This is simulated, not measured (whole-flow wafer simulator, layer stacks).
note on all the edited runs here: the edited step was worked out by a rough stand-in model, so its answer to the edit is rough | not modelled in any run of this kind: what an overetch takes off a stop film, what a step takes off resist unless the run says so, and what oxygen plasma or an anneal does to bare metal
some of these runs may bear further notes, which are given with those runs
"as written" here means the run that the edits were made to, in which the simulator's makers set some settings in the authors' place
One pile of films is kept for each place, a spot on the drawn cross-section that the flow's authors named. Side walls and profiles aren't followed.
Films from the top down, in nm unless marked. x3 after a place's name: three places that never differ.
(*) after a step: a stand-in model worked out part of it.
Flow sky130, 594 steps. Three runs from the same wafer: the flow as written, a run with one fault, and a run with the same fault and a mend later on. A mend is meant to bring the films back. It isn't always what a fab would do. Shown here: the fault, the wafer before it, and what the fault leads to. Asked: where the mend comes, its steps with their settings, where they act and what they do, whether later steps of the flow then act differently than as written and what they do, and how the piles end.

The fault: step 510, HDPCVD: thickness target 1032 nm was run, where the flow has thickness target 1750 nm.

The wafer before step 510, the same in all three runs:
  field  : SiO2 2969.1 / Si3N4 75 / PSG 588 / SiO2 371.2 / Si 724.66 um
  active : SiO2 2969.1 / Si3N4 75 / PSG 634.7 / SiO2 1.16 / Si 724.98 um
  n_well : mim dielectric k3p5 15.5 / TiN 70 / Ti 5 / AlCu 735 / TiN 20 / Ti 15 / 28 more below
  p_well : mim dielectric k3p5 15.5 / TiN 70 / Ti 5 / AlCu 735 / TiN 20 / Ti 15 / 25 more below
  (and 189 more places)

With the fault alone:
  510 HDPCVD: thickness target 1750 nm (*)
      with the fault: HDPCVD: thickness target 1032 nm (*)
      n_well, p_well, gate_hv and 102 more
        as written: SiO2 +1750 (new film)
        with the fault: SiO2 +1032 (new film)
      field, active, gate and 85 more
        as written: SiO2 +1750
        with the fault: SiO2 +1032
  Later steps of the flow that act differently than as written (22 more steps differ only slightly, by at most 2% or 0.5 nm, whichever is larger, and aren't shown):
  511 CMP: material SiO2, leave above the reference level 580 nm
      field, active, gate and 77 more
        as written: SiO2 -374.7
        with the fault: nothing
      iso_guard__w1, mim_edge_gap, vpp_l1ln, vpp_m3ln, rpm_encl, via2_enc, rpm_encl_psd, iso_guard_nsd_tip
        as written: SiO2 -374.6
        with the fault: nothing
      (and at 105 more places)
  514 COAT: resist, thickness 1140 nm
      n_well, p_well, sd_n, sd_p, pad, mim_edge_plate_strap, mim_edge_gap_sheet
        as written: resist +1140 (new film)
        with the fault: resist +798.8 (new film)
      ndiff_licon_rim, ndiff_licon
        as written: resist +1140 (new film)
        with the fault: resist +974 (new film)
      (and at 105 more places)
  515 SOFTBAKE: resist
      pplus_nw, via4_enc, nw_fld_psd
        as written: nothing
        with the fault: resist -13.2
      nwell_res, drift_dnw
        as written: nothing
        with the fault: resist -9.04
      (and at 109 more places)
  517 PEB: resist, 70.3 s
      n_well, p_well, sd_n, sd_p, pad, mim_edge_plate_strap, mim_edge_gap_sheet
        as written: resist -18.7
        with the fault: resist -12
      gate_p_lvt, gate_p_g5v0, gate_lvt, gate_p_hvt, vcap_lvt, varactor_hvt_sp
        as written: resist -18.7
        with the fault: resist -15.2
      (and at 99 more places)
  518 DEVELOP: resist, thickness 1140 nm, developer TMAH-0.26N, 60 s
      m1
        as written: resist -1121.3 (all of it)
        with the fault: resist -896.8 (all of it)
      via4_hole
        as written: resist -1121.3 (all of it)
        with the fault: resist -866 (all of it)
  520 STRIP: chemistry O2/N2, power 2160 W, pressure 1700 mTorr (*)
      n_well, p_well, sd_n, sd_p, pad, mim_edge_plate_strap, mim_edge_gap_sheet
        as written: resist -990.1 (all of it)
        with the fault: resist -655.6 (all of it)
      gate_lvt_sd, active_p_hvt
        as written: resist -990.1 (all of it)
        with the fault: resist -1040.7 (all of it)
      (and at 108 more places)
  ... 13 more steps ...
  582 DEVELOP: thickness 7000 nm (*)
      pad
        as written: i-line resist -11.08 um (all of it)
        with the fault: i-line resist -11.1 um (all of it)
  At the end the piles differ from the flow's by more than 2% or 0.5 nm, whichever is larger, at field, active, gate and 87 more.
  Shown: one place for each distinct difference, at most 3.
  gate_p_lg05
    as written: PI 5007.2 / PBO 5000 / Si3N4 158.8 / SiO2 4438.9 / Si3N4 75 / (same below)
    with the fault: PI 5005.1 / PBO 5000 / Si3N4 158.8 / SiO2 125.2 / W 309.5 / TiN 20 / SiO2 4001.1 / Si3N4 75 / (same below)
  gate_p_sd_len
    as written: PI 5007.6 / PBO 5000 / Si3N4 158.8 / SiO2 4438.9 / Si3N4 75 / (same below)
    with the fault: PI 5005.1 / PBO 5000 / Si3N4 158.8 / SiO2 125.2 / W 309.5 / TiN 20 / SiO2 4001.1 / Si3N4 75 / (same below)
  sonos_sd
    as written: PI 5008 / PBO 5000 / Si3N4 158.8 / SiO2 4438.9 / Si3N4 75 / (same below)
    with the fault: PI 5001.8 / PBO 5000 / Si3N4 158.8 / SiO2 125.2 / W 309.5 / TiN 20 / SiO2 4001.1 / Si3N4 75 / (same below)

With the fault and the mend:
  The mend comes after step 510.
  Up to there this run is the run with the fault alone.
  510a HDPCVD: thickness target 718 nm (*) (the flow's step 510 once more, with other settings)
      field, active, n_well and 190 more
        SiO2 +718
  No later step of the flow acts differently than as written at any place that is followed.
  At the end the piles are the same as the flow's at every place that both follow.
